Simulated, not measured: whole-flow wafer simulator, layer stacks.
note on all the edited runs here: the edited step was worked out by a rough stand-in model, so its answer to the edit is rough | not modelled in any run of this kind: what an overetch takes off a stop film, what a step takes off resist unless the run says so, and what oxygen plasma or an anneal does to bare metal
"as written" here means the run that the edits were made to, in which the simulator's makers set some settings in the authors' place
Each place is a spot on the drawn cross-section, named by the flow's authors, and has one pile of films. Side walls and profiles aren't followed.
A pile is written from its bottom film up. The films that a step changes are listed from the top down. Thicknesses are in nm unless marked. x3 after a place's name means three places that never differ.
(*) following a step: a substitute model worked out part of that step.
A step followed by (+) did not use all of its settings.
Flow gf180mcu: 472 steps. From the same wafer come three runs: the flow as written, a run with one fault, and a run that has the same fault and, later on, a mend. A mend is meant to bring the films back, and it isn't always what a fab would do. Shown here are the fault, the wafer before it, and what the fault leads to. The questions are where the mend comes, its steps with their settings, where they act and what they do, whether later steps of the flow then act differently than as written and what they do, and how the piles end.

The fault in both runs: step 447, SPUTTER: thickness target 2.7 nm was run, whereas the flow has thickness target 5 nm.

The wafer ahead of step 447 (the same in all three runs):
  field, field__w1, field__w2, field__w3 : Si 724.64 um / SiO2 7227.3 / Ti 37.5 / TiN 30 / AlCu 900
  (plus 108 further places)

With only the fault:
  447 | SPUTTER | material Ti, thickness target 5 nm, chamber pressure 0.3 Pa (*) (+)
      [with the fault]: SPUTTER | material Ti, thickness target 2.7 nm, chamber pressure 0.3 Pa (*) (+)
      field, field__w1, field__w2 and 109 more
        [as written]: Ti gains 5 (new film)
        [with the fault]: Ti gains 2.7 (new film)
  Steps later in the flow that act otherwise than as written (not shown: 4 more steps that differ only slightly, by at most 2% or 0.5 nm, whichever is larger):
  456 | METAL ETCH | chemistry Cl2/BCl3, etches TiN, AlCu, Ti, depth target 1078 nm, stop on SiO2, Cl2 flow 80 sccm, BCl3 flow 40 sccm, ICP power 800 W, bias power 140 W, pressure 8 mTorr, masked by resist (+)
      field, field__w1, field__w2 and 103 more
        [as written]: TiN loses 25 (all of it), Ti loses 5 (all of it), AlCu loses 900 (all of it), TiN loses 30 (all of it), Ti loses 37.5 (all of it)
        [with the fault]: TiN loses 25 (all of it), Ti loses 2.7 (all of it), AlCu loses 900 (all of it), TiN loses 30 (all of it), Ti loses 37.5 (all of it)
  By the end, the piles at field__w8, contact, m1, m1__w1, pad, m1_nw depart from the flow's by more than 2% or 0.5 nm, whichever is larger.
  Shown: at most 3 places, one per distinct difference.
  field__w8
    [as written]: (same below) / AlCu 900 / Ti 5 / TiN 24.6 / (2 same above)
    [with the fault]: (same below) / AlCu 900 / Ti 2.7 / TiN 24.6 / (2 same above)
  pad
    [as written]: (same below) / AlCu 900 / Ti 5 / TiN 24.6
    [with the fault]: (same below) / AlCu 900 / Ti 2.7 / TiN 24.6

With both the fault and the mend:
  After step 447 comes the mend.
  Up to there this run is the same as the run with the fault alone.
  447a | SPUTTER | material Ti, thickness target 2.3 nm, chamber pressure 0.3 Pa (*) (+) (the flow's step 447, run once more with other settings)
      field, field__w1, field__w2 and 109 more
        Ti gains 2.3
  None of the later steps of the flow acts differently than as written at any place that is followed.
  The piles end the same as the flow's at every place that both follow.
